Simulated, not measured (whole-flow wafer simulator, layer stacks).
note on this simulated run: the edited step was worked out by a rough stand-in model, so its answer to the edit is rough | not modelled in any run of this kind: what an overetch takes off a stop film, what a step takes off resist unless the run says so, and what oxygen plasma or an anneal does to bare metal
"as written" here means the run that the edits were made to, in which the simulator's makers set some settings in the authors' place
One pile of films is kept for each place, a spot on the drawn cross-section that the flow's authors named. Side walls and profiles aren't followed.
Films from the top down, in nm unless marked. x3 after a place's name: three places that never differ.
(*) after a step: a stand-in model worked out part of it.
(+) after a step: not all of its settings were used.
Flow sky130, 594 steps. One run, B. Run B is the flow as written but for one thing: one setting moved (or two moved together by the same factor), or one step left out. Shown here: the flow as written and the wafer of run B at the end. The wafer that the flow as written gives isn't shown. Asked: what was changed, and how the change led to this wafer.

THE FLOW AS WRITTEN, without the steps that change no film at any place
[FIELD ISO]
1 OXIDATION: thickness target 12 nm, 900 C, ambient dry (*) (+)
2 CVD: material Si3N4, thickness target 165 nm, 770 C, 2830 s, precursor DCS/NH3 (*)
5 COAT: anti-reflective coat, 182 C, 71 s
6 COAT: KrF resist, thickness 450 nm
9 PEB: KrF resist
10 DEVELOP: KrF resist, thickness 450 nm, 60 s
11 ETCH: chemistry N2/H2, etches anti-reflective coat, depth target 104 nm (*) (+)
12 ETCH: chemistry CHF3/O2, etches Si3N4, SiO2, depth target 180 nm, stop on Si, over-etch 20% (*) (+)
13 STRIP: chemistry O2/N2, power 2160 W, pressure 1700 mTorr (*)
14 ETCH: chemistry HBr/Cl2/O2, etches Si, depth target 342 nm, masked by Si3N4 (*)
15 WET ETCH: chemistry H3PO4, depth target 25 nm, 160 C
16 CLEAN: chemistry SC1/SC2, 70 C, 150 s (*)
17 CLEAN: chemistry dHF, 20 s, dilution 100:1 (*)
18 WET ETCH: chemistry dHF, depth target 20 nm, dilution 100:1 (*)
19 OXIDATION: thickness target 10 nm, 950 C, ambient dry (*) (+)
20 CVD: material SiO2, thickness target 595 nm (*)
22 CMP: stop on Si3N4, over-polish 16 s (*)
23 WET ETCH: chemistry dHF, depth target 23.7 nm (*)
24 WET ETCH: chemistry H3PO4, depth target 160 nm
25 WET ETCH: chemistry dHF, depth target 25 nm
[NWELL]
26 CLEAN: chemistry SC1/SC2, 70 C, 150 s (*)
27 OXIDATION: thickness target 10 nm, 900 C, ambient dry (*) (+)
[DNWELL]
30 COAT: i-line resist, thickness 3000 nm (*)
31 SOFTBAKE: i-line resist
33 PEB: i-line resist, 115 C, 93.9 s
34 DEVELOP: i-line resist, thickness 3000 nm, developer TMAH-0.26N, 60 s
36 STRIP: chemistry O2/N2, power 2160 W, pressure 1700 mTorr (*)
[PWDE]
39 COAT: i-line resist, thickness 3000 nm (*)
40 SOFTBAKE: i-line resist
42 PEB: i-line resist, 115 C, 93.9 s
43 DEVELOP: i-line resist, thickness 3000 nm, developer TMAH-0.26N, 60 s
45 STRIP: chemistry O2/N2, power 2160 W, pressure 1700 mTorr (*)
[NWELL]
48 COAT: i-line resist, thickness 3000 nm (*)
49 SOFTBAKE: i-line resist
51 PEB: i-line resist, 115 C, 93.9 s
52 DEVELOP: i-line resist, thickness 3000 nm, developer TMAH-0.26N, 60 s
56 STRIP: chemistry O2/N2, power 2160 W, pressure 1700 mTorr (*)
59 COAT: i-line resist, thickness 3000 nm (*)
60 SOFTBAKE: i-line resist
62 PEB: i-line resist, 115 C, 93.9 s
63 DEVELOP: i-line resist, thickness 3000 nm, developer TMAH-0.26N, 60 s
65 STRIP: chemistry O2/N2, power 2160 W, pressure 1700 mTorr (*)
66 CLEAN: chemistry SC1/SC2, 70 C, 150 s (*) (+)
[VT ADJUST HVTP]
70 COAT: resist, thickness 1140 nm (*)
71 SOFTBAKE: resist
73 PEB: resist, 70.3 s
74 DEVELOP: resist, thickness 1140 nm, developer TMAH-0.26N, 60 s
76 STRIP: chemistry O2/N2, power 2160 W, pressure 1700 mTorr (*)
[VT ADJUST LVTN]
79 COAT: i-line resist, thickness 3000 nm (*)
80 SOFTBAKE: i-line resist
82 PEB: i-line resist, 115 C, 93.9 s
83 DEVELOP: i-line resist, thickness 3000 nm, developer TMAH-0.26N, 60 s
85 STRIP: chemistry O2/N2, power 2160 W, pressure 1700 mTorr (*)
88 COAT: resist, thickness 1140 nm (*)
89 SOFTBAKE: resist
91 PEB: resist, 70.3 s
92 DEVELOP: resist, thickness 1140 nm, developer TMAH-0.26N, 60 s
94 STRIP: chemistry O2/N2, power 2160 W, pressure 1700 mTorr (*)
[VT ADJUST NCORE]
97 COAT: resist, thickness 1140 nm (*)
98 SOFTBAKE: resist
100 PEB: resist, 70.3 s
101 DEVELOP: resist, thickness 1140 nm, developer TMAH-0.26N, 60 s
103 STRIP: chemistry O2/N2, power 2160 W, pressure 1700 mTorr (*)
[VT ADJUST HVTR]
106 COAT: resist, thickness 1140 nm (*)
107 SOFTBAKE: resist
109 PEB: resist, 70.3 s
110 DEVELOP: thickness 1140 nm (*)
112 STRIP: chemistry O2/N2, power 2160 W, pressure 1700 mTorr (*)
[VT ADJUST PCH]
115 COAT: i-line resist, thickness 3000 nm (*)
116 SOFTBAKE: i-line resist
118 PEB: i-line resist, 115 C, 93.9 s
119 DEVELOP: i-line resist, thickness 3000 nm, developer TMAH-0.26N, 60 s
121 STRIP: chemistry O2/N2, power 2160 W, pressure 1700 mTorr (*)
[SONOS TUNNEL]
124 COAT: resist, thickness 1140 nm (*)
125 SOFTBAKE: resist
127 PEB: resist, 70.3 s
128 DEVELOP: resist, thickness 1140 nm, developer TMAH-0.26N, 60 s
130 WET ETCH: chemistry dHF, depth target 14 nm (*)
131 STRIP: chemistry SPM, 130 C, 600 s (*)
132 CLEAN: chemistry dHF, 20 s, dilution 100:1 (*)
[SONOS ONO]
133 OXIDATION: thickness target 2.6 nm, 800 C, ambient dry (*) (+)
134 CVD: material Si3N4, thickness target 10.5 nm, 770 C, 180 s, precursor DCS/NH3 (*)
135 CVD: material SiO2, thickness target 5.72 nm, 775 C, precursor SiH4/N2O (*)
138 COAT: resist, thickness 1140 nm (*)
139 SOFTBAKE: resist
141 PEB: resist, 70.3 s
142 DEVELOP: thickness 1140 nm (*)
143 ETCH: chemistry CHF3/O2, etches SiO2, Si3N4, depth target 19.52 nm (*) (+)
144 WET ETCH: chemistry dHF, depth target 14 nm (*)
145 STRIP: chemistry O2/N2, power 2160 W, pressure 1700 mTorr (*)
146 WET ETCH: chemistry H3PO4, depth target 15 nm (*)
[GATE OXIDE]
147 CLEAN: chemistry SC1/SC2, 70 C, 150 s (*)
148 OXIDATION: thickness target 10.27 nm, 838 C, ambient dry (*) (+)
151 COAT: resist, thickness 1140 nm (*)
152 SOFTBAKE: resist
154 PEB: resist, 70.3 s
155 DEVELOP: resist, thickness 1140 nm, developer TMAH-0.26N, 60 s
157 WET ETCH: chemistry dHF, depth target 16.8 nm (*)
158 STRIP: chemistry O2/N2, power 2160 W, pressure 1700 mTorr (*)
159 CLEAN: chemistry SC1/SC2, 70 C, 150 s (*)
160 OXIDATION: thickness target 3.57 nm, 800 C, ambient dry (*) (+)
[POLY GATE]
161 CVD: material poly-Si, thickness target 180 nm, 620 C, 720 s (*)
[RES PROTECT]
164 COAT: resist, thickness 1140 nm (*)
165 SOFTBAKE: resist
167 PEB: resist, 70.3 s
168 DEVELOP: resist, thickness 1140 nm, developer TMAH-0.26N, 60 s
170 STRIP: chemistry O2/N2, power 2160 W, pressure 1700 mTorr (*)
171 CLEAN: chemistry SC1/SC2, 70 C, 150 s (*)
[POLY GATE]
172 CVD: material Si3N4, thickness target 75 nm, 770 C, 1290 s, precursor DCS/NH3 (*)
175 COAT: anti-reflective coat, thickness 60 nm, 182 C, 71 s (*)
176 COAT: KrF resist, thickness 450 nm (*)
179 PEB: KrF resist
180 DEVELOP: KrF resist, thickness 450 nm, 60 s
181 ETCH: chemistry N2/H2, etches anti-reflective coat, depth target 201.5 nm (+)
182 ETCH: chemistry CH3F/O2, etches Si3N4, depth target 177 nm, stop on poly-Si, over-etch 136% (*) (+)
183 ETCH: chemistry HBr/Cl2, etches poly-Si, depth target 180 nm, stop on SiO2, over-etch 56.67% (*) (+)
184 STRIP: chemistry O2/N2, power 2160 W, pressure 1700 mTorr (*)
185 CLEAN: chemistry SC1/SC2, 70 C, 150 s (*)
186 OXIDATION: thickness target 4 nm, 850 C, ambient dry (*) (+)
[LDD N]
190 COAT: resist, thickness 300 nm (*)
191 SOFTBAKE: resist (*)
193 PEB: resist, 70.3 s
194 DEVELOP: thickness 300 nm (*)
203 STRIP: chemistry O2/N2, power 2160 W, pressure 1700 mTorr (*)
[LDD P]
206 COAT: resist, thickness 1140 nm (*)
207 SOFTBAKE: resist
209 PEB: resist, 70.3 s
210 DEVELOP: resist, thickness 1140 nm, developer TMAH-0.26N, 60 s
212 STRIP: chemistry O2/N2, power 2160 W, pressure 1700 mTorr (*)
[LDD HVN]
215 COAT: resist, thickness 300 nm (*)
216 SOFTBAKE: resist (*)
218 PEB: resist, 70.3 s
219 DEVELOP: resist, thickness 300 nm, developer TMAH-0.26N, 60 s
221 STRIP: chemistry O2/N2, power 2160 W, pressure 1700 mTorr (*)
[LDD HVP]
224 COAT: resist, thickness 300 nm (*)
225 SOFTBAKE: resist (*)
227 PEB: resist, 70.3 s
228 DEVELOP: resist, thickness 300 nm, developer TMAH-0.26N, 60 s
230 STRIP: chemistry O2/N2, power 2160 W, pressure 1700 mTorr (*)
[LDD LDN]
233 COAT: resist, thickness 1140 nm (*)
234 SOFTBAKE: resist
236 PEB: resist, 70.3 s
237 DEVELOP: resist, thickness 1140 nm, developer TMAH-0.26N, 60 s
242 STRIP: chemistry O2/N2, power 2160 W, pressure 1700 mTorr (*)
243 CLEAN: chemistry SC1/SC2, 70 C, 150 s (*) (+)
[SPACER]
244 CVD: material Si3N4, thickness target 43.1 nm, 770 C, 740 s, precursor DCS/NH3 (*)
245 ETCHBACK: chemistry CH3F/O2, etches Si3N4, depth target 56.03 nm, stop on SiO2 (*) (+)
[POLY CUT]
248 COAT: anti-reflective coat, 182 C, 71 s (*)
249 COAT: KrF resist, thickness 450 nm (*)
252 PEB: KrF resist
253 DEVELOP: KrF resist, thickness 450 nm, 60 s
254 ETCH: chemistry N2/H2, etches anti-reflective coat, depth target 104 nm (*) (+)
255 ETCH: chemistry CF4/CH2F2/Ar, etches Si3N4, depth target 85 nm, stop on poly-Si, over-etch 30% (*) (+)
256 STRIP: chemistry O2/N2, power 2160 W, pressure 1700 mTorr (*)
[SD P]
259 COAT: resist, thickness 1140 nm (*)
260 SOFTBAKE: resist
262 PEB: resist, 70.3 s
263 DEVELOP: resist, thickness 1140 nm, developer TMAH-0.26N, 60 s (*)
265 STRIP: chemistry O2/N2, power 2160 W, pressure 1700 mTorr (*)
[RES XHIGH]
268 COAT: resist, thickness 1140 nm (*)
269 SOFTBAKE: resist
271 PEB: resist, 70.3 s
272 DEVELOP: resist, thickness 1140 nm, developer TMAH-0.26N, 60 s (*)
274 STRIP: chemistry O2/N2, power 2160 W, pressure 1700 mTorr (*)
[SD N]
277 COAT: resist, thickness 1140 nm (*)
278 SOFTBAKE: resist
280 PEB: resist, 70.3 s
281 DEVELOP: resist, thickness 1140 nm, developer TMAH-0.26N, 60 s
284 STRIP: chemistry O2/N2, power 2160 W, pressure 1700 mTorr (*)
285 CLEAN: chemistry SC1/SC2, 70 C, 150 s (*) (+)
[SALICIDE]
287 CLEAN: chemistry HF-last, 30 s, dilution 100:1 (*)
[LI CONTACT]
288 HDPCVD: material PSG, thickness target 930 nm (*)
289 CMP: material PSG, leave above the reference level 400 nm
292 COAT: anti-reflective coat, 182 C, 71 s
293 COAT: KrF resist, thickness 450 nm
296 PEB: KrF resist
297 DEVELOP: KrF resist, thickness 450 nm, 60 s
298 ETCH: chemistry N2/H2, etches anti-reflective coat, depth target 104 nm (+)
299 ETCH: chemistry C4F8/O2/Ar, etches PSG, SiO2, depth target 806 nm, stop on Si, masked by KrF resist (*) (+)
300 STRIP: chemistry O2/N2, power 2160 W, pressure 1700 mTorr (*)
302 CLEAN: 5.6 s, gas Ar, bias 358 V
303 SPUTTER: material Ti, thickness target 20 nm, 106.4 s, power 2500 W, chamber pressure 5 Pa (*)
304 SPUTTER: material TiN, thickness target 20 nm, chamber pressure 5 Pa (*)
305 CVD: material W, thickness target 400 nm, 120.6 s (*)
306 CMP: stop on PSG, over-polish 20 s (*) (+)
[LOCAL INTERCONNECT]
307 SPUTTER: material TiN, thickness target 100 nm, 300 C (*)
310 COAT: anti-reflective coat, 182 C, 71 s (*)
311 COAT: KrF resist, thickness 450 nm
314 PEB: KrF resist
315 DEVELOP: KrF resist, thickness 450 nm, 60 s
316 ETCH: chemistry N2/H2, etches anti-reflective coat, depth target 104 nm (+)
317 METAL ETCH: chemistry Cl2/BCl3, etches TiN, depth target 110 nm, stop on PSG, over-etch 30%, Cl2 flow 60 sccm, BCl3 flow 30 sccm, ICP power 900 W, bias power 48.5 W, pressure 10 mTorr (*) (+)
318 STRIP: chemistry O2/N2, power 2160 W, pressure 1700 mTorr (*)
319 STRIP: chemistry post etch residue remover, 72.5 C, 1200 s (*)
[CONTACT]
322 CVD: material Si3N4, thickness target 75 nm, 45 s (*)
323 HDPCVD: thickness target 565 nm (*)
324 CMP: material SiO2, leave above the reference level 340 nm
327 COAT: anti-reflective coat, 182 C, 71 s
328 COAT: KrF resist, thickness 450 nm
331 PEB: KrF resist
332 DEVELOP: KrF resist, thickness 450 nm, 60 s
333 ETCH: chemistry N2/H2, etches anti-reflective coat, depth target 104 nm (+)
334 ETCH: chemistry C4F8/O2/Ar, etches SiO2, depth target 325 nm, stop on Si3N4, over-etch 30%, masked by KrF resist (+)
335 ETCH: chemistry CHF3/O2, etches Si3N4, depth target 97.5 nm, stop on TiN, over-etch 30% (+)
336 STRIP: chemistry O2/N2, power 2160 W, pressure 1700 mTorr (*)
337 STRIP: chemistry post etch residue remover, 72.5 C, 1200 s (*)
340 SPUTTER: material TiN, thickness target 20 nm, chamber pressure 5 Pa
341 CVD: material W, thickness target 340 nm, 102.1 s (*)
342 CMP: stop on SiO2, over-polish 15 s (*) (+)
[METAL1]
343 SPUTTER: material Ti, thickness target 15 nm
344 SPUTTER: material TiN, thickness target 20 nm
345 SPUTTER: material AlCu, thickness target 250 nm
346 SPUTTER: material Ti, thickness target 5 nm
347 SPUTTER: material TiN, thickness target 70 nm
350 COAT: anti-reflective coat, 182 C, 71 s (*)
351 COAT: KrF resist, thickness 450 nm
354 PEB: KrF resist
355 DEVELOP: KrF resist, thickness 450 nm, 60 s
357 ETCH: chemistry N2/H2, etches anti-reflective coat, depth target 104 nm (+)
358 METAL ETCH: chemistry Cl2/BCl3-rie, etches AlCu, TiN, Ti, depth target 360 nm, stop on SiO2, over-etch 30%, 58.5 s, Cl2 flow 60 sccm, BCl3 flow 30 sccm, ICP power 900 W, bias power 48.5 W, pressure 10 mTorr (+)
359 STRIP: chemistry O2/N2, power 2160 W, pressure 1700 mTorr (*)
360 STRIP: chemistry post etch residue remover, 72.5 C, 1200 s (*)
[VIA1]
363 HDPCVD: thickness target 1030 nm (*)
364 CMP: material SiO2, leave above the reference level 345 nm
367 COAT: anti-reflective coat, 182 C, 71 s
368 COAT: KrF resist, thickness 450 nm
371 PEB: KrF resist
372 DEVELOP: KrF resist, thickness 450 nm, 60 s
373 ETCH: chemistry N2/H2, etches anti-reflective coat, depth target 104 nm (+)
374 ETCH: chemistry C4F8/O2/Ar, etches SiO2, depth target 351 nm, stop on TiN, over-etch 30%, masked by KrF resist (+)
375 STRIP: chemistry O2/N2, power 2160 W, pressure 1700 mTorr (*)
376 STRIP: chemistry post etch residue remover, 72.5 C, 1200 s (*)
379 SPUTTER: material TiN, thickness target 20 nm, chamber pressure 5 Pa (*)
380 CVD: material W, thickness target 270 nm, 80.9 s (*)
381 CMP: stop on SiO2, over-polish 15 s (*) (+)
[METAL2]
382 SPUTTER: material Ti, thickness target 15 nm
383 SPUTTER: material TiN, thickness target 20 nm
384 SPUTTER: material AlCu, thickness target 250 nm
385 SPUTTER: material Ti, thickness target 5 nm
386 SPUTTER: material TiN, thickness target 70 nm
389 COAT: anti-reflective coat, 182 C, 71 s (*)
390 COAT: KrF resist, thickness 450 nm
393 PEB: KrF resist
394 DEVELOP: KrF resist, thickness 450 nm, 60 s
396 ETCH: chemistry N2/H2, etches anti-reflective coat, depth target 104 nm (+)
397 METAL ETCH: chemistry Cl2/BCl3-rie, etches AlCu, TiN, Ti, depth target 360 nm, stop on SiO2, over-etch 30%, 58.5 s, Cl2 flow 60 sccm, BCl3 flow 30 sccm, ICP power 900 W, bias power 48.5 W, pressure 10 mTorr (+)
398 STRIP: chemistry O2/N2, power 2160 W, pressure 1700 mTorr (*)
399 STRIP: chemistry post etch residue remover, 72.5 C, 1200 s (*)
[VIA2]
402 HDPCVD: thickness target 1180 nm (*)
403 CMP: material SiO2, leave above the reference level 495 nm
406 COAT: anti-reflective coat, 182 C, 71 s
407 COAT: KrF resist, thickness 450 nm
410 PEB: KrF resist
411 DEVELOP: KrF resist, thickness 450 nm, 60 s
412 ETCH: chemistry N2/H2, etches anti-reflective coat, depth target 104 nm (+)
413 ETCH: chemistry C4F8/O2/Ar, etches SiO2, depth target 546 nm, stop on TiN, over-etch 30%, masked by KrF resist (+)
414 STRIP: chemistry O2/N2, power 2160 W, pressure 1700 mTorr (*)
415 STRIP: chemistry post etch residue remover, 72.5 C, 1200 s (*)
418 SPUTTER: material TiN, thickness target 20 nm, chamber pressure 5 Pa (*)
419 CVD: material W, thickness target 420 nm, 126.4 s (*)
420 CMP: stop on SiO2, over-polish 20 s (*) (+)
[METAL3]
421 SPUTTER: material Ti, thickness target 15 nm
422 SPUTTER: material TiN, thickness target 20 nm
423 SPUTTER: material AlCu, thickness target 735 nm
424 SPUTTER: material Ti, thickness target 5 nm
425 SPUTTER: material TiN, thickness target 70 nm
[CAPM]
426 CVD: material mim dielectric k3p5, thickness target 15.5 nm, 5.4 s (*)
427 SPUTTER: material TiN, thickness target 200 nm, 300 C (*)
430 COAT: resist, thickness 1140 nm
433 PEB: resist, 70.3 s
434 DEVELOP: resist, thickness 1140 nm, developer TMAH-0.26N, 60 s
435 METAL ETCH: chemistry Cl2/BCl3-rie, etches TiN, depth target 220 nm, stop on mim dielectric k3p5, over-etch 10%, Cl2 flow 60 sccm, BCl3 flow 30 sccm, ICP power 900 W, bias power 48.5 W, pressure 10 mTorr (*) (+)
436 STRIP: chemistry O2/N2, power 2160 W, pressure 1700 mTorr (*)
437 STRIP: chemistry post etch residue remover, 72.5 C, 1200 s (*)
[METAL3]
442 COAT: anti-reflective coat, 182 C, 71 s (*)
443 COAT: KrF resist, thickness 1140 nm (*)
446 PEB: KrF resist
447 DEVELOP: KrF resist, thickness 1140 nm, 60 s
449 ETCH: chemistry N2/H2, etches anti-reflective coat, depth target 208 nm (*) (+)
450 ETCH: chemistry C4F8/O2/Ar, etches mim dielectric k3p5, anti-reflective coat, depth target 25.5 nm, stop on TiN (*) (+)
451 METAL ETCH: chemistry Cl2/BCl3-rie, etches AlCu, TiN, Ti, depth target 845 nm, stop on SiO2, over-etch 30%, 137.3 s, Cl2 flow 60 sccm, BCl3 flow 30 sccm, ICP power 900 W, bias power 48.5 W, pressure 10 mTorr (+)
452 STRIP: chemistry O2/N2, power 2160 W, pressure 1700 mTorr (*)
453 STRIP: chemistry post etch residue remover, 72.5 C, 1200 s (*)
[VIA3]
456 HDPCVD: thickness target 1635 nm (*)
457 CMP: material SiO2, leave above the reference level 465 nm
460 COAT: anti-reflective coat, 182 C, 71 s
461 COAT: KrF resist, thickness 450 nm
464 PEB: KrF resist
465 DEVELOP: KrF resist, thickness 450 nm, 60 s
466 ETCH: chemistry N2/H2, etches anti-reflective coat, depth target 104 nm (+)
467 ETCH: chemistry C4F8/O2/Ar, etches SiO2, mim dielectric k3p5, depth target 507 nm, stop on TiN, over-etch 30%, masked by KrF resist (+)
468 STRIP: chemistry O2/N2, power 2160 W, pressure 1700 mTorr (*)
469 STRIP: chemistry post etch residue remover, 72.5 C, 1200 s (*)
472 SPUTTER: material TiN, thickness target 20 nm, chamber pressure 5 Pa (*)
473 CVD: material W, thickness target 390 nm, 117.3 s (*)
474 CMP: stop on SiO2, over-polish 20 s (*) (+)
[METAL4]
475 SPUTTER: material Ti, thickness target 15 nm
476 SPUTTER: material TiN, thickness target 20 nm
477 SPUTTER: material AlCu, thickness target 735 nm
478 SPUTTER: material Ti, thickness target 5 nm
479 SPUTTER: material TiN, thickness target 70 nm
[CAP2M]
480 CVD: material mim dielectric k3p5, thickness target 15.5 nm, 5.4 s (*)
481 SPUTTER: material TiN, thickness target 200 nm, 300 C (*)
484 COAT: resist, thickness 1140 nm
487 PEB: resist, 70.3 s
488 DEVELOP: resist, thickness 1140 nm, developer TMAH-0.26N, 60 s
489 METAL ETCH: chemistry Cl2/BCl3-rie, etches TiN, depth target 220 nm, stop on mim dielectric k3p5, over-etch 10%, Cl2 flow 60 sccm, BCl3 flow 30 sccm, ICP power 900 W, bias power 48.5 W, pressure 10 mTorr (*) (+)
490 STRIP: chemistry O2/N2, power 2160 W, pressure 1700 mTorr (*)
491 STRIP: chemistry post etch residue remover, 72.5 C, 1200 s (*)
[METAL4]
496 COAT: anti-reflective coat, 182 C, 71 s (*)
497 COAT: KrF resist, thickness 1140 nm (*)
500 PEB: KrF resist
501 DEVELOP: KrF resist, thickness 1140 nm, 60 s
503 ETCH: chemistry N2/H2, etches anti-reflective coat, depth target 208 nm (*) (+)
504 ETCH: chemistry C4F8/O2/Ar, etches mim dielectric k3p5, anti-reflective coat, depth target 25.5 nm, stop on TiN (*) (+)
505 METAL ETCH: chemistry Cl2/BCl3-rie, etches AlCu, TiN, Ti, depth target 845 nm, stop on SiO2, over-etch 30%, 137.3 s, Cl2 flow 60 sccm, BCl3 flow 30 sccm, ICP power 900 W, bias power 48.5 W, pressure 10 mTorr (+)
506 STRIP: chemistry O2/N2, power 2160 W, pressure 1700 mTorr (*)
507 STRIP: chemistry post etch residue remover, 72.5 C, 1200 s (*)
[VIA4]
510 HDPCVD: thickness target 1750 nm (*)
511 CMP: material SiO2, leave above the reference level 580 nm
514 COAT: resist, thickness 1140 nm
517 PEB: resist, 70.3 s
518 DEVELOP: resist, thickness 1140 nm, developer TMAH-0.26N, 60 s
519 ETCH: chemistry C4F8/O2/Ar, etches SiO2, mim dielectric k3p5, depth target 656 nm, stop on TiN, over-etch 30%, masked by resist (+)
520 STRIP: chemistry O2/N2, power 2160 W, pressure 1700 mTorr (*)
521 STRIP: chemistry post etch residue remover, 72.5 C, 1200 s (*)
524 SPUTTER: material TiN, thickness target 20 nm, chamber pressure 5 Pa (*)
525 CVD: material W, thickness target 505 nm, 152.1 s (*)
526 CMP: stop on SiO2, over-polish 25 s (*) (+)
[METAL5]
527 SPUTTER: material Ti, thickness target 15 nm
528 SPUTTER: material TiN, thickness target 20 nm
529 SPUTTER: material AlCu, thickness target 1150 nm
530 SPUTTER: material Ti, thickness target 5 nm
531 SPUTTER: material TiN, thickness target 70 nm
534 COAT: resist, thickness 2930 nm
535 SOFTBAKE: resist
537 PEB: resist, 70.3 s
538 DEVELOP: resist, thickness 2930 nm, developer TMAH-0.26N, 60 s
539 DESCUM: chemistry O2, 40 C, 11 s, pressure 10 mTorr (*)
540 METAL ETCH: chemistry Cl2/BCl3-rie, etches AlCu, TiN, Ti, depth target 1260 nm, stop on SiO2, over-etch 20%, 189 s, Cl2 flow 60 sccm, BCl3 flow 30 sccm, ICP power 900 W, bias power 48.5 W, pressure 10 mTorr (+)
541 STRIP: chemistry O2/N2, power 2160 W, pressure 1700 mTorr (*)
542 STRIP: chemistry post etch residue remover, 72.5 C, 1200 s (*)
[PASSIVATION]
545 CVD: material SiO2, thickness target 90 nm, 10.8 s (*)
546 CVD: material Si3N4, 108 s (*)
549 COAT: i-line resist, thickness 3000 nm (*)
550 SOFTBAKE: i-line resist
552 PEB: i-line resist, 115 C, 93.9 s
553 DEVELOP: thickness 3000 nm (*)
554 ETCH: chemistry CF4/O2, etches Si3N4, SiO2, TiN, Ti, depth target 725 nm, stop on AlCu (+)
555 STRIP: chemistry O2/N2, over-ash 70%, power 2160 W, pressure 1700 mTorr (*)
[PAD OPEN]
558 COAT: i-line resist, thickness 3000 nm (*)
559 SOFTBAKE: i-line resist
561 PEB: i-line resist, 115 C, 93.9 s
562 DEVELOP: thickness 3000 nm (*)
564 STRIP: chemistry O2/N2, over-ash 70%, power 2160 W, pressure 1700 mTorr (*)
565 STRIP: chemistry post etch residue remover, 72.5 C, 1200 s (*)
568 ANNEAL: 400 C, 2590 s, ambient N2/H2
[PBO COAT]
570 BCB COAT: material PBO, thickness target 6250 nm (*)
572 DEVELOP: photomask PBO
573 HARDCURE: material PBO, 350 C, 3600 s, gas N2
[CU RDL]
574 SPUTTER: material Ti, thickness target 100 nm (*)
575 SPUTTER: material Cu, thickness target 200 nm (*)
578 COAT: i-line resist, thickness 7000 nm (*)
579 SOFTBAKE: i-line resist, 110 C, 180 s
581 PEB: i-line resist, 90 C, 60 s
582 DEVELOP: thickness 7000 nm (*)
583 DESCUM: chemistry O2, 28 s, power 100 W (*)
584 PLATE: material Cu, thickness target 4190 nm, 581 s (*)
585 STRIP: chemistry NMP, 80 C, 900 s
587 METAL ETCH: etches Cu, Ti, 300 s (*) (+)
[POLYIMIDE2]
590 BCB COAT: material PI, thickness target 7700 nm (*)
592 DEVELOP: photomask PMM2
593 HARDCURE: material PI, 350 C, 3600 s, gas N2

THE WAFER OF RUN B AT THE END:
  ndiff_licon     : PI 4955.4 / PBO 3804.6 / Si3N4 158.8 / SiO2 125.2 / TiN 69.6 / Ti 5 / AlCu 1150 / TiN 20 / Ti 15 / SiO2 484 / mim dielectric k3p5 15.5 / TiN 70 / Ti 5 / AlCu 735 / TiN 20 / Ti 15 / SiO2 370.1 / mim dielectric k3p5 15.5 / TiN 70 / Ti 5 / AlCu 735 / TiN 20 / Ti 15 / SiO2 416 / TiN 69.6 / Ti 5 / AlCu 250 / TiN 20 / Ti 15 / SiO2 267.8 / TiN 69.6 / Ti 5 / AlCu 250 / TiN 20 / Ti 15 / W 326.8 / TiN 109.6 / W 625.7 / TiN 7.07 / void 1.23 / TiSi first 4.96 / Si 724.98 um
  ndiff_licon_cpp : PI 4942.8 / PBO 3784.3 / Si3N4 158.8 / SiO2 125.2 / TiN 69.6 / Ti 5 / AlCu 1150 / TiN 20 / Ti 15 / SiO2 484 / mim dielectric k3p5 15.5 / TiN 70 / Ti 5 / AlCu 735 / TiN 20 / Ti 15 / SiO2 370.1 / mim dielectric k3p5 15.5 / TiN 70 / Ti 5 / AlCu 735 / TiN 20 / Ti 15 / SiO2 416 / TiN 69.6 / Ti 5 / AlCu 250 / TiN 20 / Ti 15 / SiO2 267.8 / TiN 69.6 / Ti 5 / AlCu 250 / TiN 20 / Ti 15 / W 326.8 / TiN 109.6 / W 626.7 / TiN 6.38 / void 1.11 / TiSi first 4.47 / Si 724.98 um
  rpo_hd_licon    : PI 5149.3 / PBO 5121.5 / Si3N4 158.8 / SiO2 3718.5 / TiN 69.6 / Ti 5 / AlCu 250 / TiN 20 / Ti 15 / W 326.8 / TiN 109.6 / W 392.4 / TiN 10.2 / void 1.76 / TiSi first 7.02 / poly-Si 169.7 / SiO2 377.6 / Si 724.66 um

The cause: step 303, SPUTTER: 42.55 s was run, where the flow has 106.4 s.

How the change led to this, step by step:
  303 SPUTTER: material Ti, thickness target 20 nm, 106.4 s, power 2500 W, chamber pressure 5 Pa (*)
      field, active, n_well and 185 more: Ti +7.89 (new film) (as written it would be: Ti +20 (new film))
      ndiff_licon: Ti +2.9 (new film) (as written it would be: Ti +7.24 (new film))
      (and at 2 more places)
  306 CMP: stop on PSG, over-polish 20 s (*) (+)
      field, active, n_well and 184 more: W -400 (all of it), TiN -20 (all of it), Ti -7.89 (all of it), PSG -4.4 (as written it would be: W -400 (all of it), TiN -20 (all of it), Ti -20 (all of it), PSG -4.4)
      ndiff_licon, ndiff_licon_cpp, rpo_hd_licon: W -432.8 (as written it would be: W -444.9)
      (and at 1 more place)
  568 ANNEAL: 400 C, 2590 s, ambient N2/H2
      ndiff_licon: under 37 films: void +1.23 (new film), TiSi first +4.96 (new film), Ti -2.9 (all of it), Si -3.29 (as written it would be: under 37 films: void +1.63 (new film), Ti -3.85, TiSi first +6.58 (new film), Si -4.36)
      ndiff_licon_cpp: under 37 films: void +1.11 (new film), TiSi first +4.47 (new film), Ti -2.62 (all of it), Si -2.97 (as written it would be: under 37 films: void +1.63 (new film), Ti -3.85, TiSi first +6.58 (new film), Si -4.36)
Counting metal films that touch as one body, ndiff_licon has 5 bodies (between them, from the top down: SiO2 484 / mim dielectric k3p5 15.5; SiO2 370.1 / mim dielectric k3p5 15.5; SiO2 416; SiO2 267.8); the flow as written gives 6 bodies (between them, from the top down: SiO2 484 / mim dielectric k3p5 15.5; SiO2 370.1 / mim dielectric k3p5 15.5; SiO2 416; SiO2 267.8; void 1.78).
Counting metal films that touch as one body, ndiff_licon_cpp has 5 bodies (between them, from the top down: SiO2 484 / mim dielectric k3p5 15.5; SiO2 370.1 / mim dielectric k3p5 15.5; SiO2 416; SiO2 267.8); the flow as written gives 6 bodies (between them, from the top down: SiO2 484 / mim dielectric k3p5 15.5; SiO2 370.1 / mim dielectric k3p5 15.5; SiO2 416; SiO2 267.8; void 1.78).
Counting metal films that touch as one body, rpo_hd_licon has 1 body; the flow as written gives 2 bodies (between them, from the top down: void 1.79).
